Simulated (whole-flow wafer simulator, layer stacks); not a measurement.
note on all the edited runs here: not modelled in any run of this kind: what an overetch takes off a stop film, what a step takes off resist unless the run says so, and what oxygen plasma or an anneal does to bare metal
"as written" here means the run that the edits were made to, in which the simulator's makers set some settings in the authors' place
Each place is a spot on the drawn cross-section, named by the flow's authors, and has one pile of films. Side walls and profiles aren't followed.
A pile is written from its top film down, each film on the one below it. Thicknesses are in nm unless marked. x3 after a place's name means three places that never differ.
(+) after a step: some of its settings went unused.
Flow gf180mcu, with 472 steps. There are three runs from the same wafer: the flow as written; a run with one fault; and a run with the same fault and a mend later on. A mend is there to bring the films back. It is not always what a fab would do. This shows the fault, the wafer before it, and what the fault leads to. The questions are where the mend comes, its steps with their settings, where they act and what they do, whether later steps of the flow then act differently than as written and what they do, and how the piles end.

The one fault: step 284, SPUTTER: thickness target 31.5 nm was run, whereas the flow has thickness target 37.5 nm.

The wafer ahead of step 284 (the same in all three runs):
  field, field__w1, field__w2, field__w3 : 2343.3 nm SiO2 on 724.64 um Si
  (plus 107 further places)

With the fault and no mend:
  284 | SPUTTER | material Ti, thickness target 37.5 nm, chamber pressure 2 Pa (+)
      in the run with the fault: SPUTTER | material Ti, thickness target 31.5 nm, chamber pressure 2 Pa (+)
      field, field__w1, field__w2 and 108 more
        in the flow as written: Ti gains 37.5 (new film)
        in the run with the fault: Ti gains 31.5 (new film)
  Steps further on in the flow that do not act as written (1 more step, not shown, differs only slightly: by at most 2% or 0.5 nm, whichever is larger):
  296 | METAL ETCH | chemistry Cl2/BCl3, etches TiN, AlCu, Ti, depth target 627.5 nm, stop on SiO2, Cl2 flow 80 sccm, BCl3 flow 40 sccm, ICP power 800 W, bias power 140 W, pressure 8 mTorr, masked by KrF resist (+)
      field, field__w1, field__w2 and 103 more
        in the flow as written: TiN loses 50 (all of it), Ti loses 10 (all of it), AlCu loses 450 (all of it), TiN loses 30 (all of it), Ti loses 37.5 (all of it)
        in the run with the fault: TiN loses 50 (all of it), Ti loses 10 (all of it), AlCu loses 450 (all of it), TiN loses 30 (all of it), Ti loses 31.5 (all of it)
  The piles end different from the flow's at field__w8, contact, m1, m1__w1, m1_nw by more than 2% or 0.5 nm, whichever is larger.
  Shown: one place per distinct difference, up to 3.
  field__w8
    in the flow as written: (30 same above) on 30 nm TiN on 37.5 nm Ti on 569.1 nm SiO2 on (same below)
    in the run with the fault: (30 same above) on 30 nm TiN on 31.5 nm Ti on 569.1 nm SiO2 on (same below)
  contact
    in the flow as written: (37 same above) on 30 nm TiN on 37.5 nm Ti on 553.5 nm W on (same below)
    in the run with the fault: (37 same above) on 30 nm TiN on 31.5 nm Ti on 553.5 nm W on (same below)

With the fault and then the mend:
  The mend stands after step 284.
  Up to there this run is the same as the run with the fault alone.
  284a | SPUTTER | material Ti, thickness target 6 nm, chamber pressure 2 Pa (+) (the flow's step 284, run once more with other settings)
      field, field__w1, field__w2 and 108 more
        Ti gains 6
  Later steps of the flow that are run all act as written at every place that is followed.
  By the end, the piles equal the flow's at every place that both follow.
